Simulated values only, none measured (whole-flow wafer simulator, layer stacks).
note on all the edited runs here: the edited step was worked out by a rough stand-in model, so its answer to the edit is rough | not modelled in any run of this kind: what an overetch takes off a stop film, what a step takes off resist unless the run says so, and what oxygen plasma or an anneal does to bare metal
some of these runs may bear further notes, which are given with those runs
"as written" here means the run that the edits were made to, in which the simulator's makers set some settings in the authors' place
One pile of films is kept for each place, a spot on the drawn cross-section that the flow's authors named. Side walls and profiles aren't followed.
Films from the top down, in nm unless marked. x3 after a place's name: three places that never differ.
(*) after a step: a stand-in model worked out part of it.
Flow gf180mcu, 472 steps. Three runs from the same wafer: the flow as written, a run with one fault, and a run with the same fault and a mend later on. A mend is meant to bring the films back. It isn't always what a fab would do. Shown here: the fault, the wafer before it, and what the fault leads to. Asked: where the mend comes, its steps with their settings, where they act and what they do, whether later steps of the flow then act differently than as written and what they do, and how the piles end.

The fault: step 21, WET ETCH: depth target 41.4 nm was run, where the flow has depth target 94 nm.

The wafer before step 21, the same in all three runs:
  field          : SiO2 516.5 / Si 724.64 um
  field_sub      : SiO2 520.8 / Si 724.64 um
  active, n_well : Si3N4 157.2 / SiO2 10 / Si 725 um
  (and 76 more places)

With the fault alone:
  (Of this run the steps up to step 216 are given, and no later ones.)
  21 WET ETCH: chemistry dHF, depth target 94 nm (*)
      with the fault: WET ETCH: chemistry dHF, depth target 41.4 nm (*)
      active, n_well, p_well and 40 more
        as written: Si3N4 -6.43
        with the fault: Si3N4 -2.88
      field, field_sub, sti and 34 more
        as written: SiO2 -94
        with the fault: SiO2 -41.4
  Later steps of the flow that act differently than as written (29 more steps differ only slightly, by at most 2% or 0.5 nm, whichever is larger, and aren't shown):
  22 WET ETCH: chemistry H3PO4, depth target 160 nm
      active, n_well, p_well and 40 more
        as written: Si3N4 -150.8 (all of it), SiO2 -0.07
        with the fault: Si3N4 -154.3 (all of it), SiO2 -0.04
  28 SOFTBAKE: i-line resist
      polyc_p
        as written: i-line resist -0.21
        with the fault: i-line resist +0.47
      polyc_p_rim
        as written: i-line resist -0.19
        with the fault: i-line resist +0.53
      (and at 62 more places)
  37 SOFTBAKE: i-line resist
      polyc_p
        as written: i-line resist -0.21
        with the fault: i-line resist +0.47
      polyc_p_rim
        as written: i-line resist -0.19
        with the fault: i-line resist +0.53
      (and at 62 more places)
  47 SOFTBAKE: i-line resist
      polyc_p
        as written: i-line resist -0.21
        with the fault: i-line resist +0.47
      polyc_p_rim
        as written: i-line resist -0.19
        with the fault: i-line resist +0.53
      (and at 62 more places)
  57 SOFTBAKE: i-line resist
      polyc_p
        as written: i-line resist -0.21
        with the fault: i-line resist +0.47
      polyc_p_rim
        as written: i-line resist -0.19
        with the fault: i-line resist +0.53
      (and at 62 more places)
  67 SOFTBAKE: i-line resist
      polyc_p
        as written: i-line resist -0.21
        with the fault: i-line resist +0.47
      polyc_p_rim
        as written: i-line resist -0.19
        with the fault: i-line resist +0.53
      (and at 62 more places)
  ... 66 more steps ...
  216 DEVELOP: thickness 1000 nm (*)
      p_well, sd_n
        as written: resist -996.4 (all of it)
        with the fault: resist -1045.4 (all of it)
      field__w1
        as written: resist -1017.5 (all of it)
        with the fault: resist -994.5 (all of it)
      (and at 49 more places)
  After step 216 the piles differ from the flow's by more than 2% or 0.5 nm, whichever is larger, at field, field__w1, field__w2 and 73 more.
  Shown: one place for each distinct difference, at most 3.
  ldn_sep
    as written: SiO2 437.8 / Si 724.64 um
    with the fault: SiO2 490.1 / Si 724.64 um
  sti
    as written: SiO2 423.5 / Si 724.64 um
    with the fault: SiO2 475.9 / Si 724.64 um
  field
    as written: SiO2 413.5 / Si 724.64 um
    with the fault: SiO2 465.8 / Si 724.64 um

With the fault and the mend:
  The mend comes after step 21.
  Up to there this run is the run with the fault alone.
  21a WET ETCH: chemistry dHF, depth target 52.6 nm (the flow's step 21 once more, with other settings)
      field, field_sub, sti and 34 more
        SiO2 -52.6
  Later steps of the flow that act differently than as written (11 more steps differ only slightly, by at most 2% or 0.5 nm, whichever is larger, and aren't shown):
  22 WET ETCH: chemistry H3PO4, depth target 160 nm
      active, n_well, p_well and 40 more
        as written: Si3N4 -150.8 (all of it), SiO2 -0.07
        with the mend: Si3N4 -154.3 (all of it), SiO2 -0.04
  At the end the piles are the same as the flow's at every place that both follow.
